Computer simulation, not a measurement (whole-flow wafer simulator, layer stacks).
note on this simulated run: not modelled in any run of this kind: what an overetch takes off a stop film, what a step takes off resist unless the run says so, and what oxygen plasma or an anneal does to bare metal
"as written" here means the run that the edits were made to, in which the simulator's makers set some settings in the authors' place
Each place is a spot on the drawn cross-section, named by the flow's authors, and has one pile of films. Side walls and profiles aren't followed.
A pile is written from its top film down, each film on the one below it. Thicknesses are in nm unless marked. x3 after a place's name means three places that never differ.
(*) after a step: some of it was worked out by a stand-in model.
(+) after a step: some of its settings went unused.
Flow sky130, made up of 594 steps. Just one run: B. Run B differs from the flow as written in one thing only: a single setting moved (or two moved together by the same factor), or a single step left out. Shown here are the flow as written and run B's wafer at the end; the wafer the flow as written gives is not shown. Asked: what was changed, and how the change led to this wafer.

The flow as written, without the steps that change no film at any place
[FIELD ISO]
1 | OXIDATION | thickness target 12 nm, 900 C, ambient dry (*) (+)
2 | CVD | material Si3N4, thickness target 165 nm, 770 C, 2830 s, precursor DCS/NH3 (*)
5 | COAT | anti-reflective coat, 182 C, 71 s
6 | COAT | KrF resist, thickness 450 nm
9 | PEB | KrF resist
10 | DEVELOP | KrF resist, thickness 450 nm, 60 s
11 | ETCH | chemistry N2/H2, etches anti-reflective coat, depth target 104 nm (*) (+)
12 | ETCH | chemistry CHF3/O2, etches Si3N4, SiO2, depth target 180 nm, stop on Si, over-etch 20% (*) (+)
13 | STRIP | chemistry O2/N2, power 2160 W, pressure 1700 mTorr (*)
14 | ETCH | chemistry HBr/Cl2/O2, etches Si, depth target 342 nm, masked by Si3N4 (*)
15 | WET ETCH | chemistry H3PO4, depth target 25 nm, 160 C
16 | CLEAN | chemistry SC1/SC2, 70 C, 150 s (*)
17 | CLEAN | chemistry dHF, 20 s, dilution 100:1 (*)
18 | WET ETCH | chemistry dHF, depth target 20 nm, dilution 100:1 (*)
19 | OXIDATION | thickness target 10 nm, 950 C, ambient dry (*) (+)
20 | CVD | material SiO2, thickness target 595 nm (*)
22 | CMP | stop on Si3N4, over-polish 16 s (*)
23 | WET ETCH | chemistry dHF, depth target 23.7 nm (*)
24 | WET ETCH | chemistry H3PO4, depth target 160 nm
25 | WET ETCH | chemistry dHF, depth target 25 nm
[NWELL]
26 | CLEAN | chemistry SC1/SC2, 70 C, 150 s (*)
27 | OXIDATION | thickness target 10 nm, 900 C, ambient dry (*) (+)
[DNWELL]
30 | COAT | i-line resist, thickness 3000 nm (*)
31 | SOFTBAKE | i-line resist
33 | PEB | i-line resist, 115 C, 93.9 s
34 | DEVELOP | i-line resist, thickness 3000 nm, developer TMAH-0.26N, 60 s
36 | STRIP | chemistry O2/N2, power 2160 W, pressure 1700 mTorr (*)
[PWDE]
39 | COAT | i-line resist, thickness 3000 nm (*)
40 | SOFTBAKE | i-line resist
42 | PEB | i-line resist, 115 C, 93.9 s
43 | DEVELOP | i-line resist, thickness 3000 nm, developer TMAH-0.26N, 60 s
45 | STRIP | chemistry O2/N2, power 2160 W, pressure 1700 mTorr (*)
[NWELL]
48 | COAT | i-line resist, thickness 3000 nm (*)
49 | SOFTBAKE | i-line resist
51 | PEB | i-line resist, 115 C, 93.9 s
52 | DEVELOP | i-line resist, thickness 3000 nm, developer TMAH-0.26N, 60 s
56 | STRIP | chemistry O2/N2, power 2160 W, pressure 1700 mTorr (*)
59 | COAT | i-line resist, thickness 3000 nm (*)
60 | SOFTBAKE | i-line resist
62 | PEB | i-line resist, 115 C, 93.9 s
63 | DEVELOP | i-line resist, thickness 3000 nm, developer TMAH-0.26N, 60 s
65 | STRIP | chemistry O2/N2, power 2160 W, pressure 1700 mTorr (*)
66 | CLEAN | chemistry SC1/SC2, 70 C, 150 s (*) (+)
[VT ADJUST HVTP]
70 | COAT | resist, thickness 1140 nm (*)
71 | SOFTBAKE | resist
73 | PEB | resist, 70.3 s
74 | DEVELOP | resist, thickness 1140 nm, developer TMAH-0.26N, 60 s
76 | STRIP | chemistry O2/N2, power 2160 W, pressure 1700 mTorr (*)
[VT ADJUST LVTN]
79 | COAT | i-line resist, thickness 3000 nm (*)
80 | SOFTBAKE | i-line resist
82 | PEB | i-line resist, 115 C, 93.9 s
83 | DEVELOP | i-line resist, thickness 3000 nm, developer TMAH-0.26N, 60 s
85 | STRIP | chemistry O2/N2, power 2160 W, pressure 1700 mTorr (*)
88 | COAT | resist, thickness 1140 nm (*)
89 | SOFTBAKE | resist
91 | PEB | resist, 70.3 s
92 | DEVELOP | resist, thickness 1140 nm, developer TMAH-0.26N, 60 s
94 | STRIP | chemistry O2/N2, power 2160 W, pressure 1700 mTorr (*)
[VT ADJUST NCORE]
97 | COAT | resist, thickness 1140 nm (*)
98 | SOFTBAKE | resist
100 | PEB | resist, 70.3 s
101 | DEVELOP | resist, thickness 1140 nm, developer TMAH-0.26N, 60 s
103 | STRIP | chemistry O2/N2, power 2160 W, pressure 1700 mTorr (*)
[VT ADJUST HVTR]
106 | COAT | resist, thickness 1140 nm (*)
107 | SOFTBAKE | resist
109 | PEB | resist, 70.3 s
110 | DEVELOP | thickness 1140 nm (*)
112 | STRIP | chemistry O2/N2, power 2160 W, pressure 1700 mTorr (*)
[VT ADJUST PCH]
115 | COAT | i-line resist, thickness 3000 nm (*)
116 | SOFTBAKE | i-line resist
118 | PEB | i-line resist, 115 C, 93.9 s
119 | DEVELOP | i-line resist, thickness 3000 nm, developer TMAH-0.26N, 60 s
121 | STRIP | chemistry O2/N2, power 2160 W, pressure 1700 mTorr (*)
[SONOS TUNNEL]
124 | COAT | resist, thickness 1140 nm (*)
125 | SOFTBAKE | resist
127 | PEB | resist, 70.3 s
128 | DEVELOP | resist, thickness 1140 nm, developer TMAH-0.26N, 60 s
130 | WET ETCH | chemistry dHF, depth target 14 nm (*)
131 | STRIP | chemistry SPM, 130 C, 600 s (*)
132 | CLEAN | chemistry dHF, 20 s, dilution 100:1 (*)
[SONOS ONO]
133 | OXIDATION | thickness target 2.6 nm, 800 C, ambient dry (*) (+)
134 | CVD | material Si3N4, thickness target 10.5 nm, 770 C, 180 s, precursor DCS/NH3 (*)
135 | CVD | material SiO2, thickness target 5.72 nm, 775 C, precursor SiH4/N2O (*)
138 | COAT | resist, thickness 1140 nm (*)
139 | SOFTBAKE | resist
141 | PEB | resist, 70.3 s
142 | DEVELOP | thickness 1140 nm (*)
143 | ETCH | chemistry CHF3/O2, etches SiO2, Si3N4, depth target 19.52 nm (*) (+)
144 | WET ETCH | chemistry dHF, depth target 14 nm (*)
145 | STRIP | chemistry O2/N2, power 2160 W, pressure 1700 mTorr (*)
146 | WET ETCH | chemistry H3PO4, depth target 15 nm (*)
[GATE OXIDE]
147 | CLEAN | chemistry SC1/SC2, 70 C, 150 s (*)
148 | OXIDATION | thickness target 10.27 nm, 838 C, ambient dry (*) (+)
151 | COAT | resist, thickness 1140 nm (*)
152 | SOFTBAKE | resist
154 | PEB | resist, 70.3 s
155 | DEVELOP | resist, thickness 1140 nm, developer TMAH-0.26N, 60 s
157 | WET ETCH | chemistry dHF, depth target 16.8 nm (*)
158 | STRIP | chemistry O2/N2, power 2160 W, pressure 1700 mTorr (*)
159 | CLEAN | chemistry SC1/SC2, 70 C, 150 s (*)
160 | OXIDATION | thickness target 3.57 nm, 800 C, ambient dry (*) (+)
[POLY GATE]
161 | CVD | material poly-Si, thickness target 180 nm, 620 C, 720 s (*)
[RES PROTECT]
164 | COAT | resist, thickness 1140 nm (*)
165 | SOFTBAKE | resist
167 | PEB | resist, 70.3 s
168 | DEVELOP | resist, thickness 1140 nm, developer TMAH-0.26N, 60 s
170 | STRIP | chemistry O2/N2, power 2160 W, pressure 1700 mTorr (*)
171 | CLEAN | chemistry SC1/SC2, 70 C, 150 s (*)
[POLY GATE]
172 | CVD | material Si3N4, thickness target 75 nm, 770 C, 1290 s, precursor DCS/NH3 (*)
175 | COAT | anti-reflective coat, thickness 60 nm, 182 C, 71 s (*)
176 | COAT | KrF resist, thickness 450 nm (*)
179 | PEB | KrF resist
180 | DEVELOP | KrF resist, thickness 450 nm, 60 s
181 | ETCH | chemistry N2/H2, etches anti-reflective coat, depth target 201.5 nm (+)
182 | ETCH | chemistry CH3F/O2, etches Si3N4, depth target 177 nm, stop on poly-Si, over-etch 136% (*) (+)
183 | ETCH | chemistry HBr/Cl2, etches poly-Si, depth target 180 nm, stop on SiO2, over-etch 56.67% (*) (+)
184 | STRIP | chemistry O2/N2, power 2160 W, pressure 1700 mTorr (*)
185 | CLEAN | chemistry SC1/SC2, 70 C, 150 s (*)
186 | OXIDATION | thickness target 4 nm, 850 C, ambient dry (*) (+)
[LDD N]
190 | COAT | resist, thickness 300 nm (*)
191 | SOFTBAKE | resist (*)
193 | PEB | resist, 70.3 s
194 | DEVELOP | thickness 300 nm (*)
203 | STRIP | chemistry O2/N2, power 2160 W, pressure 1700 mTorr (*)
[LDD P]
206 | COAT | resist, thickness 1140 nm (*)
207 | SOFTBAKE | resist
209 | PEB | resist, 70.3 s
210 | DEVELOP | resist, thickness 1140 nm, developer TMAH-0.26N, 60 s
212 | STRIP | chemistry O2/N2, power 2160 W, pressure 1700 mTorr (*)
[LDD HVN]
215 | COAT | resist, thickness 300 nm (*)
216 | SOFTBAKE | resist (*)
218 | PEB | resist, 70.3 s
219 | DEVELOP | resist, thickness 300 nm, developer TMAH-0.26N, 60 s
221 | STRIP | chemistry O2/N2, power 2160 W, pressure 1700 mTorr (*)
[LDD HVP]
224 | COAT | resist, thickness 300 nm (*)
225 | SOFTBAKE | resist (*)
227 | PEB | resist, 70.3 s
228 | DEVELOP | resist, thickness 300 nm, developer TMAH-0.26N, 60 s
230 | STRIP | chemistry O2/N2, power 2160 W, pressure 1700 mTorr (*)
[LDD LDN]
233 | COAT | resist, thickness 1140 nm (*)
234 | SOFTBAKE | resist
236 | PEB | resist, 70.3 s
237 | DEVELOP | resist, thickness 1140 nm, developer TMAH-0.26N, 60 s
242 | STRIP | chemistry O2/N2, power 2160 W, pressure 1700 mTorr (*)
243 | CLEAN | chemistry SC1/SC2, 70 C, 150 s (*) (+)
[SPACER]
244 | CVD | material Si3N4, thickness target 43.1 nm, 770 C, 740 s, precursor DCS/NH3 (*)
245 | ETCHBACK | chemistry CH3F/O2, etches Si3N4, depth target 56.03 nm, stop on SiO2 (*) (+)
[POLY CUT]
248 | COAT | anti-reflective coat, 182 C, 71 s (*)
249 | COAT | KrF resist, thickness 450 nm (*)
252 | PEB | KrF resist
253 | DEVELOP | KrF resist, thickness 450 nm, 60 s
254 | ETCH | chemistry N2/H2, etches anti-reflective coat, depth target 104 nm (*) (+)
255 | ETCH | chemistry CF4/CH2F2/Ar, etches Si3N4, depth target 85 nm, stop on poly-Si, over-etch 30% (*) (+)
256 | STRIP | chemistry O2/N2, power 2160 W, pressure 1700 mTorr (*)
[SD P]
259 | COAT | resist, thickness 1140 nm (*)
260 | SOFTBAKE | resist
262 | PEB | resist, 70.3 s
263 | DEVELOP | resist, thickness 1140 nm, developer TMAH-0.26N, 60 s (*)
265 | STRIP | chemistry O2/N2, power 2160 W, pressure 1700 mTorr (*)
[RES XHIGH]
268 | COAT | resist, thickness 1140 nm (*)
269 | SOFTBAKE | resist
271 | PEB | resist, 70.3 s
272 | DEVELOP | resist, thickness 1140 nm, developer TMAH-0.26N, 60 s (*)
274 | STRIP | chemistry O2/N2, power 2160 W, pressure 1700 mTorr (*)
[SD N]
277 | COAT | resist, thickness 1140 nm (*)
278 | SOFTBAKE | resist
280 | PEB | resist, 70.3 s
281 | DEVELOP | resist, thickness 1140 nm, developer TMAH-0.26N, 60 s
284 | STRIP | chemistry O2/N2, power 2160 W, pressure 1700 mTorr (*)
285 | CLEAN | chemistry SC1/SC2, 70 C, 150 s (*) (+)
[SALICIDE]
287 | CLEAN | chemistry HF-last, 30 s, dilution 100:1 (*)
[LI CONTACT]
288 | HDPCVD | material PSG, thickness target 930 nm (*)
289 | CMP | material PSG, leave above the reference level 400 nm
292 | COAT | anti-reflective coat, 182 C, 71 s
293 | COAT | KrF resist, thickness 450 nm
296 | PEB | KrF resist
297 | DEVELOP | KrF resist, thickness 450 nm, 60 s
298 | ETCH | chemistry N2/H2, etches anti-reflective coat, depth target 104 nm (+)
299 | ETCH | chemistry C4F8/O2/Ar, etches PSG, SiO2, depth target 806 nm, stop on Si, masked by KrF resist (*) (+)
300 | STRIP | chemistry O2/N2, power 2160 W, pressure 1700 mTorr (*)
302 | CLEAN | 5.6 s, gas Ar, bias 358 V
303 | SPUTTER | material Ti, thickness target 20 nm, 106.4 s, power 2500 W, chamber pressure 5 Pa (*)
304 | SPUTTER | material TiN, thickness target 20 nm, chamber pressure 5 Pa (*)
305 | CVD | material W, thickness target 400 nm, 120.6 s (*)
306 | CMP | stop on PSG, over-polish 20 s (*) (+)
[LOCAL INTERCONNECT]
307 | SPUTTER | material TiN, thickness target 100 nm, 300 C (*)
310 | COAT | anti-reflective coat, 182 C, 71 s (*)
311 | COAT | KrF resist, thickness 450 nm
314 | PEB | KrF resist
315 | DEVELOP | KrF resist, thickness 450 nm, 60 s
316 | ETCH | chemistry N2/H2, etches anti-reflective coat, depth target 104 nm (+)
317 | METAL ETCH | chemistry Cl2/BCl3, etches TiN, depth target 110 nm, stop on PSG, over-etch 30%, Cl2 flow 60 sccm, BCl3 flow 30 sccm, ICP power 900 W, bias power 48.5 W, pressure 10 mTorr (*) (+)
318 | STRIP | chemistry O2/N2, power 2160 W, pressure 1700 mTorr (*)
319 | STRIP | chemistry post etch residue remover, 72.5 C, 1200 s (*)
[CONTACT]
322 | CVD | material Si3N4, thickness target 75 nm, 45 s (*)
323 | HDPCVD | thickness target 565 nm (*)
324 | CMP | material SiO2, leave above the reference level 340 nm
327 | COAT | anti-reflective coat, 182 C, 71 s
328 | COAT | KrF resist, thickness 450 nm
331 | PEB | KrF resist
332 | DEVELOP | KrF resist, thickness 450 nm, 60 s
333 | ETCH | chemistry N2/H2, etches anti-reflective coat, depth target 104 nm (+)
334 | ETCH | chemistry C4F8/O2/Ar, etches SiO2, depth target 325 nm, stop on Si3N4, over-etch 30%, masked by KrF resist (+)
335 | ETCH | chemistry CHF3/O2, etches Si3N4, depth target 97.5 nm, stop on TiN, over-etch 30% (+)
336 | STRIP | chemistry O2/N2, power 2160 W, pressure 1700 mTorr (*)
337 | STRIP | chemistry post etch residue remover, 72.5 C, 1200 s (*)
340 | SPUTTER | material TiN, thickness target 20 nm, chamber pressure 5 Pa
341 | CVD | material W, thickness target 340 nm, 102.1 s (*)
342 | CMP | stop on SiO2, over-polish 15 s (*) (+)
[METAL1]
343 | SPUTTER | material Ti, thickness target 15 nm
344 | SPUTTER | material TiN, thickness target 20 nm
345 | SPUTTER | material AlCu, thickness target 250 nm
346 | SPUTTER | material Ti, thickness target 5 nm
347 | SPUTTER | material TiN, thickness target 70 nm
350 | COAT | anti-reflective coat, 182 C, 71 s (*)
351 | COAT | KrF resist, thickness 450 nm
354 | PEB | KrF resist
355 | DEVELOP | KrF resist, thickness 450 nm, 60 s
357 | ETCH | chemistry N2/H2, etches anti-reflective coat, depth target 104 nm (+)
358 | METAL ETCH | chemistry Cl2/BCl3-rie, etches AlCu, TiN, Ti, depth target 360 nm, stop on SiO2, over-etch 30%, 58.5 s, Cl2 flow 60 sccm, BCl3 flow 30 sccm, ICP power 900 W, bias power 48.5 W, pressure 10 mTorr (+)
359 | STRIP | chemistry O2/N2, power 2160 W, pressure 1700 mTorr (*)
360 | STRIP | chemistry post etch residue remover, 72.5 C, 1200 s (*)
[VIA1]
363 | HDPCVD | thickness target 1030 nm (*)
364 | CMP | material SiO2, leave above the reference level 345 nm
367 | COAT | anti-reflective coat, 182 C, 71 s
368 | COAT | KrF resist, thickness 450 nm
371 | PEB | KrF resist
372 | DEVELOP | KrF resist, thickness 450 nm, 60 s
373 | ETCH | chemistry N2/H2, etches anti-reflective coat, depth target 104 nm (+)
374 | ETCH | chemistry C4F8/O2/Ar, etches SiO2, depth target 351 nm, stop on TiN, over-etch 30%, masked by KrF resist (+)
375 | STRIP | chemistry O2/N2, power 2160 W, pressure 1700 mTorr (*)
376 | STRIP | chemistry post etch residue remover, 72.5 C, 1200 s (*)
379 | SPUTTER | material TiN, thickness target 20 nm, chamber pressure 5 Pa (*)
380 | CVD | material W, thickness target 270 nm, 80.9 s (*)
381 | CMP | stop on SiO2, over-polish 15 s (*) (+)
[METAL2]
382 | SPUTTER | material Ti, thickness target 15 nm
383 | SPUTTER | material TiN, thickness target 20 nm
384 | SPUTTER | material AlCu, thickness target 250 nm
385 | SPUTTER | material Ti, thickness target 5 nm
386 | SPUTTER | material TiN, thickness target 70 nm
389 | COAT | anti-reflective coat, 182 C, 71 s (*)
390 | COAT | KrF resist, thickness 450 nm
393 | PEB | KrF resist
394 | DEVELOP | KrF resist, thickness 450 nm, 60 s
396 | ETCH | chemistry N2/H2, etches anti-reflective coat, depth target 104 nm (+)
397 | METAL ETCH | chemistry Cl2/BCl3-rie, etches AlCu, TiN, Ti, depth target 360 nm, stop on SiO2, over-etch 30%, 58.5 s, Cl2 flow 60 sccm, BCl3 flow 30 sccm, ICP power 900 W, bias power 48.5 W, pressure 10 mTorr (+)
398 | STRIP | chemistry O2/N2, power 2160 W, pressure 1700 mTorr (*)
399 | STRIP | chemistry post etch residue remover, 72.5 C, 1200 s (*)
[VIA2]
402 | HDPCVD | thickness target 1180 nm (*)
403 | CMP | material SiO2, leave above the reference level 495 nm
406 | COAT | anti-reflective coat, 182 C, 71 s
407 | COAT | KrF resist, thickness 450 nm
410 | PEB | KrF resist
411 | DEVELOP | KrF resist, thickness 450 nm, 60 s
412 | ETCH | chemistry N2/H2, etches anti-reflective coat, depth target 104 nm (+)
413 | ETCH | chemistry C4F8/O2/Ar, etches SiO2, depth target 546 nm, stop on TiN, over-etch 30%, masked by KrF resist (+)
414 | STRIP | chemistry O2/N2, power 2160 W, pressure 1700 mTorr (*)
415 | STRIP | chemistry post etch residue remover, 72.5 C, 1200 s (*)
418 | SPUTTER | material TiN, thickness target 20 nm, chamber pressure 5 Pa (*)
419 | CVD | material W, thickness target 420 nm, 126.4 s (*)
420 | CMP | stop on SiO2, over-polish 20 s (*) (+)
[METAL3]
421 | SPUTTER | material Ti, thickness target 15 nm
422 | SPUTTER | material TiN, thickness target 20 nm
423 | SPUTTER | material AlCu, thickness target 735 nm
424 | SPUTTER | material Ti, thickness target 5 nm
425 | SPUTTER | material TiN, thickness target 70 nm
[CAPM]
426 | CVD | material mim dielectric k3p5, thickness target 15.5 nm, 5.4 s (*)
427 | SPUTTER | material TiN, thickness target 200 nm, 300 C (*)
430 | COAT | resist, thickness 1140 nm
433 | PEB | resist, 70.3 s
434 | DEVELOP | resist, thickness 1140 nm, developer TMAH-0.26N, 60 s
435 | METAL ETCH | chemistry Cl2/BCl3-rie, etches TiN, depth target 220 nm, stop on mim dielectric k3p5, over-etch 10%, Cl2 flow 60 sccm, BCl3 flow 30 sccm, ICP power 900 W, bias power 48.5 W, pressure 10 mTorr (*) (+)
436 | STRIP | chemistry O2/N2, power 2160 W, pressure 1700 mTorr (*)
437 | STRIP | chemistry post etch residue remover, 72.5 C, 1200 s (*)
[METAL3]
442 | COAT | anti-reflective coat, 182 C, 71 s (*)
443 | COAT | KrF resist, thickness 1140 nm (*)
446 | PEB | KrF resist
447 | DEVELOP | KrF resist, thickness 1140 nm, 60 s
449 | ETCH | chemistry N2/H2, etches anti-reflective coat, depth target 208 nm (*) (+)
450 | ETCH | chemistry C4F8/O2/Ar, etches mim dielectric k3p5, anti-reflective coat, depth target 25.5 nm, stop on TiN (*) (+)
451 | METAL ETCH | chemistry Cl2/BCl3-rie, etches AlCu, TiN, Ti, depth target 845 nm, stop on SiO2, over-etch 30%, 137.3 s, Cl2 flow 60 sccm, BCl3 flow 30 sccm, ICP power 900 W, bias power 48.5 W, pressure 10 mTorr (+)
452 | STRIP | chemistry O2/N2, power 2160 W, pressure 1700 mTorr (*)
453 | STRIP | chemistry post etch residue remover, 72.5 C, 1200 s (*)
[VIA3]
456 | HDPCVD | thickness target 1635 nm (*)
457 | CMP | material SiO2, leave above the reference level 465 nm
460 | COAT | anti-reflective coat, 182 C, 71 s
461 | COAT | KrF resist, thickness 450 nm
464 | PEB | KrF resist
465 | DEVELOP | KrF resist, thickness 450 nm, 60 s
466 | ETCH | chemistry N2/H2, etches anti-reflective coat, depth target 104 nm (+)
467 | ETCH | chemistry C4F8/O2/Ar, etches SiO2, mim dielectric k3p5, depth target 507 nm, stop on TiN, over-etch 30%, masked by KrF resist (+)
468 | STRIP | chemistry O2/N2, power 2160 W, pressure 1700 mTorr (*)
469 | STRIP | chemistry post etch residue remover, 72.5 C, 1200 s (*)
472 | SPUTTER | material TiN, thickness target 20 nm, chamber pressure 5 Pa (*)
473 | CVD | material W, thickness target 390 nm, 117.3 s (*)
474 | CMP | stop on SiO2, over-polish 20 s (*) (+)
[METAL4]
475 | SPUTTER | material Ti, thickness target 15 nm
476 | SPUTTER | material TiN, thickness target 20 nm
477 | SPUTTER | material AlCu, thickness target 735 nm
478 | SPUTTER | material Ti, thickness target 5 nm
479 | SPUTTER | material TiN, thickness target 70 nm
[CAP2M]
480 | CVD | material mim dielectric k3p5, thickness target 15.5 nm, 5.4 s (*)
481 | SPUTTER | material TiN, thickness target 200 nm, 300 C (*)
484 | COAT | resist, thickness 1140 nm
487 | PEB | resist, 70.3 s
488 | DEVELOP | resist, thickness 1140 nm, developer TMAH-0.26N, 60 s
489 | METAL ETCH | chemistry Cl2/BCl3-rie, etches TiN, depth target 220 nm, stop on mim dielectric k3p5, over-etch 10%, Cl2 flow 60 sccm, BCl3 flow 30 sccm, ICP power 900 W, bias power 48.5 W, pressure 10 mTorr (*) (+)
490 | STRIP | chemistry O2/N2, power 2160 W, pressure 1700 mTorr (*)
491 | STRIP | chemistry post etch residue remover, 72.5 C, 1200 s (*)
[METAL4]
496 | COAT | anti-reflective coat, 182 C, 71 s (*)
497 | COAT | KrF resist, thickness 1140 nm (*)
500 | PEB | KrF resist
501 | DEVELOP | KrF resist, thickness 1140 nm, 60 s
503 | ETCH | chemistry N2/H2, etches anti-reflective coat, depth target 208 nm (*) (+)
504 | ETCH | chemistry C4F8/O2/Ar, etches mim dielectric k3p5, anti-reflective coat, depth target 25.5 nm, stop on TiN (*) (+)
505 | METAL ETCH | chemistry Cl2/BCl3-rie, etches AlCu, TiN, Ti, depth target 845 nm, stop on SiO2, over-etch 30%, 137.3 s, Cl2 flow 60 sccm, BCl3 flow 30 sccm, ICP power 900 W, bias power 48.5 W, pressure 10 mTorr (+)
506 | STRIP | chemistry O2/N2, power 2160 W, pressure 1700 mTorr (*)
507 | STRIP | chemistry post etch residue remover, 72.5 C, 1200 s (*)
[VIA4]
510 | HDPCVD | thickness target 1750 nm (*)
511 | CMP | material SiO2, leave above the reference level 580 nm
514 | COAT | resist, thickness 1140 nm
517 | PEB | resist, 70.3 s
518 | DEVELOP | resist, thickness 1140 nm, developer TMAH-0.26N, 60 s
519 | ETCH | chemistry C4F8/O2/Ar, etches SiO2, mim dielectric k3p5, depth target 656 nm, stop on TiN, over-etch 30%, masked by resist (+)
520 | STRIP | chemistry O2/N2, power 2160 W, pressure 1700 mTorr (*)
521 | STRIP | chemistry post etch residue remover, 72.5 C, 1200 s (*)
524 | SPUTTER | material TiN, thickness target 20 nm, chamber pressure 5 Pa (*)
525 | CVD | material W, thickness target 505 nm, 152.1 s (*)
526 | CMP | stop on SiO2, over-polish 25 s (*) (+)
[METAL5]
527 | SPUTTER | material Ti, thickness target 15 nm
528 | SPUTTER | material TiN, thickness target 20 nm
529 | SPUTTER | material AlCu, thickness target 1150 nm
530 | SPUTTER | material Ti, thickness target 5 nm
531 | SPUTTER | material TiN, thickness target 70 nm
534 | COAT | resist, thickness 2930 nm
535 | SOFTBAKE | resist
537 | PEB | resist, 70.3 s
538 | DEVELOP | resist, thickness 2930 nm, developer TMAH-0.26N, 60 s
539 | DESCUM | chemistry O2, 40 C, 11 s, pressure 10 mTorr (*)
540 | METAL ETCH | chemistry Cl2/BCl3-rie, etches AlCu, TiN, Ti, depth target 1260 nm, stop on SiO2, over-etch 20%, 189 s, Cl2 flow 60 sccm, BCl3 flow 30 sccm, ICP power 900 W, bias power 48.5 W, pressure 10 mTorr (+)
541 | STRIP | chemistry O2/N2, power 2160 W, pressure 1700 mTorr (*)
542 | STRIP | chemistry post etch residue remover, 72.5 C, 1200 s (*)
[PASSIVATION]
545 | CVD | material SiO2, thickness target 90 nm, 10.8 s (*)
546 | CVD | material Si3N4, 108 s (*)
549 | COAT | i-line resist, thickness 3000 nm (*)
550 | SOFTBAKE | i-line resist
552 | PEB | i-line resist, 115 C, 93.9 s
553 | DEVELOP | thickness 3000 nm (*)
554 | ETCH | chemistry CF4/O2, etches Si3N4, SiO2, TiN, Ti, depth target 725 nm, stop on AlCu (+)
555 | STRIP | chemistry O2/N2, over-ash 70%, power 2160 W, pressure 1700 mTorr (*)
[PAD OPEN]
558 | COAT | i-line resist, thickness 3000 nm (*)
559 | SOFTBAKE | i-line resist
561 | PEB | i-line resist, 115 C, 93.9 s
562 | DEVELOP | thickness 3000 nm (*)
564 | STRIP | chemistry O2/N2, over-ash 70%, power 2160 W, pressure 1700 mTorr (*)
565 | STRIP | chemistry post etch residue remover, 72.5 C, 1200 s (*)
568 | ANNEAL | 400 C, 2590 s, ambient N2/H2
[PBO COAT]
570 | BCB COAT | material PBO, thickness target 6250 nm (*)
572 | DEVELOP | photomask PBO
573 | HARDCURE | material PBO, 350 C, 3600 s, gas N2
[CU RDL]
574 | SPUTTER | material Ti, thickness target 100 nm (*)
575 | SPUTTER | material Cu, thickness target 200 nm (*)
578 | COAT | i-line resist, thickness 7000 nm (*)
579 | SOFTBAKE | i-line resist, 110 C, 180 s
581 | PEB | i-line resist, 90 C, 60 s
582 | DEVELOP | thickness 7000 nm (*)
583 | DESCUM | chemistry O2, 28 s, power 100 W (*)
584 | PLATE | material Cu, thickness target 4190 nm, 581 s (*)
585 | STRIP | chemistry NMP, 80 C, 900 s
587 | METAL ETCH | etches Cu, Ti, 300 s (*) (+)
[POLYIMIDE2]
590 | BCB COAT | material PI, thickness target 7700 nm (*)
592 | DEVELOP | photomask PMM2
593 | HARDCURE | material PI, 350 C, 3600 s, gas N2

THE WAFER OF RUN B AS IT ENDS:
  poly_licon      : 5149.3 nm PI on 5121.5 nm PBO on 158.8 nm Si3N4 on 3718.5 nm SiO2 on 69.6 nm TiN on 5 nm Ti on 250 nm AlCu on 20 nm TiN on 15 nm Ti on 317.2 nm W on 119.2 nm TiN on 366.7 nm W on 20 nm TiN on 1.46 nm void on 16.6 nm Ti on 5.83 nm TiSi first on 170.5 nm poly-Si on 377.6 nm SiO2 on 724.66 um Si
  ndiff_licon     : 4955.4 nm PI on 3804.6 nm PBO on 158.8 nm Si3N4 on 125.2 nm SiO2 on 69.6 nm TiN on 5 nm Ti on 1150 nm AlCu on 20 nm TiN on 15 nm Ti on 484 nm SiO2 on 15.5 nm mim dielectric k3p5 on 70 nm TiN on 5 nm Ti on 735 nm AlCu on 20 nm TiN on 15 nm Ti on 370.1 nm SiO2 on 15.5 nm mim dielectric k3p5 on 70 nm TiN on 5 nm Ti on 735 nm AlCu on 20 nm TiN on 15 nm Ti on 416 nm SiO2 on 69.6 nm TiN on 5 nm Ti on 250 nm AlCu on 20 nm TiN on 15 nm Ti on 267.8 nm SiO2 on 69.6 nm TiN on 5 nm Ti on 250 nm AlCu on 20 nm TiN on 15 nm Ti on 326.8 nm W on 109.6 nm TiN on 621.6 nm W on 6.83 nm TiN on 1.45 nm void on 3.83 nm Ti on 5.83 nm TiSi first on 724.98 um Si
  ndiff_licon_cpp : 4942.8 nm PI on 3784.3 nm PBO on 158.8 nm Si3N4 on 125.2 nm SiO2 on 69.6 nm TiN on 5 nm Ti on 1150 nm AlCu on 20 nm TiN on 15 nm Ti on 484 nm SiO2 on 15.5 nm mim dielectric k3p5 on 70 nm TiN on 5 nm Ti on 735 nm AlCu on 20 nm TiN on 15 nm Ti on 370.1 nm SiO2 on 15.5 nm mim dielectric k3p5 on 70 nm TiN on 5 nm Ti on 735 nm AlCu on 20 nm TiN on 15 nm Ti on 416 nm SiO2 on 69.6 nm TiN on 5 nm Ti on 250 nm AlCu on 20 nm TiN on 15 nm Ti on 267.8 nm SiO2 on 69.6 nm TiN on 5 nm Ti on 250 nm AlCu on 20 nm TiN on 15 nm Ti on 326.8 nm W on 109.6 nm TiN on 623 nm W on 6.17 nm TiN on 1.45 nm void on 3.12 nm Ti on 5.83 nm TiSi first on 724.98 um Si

Cause: step 568, ANNEAL: 1295 s was run, whereas the flow has 2590 s.

How this came from the change, step by step:
  568 | ANNEAL | 400 C, 2590 s, ambient N2/H2
      poly_licon, rpo_hd_licon: under 11 films: +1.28 void (new film), -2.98 Ti, +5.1 TiSi first (new film), -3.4 poly-Si (as written it would have been: under 11 films: +1.65 void (new film), -3.85 Ti, +6.58 TiSi first (new film), -4.38 poly-Si)
      ndiff_licon, ndiff_licon_cpp: under 37 films: +1.26 void (new film), -2.98 Ti, +5.1 TiSi first (new film), -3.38 Si (as written it would have been: under 37 films: +1.63 void (new film), -3.85 Ti, +6.58 TiSi first (new film), -4.36 Si)
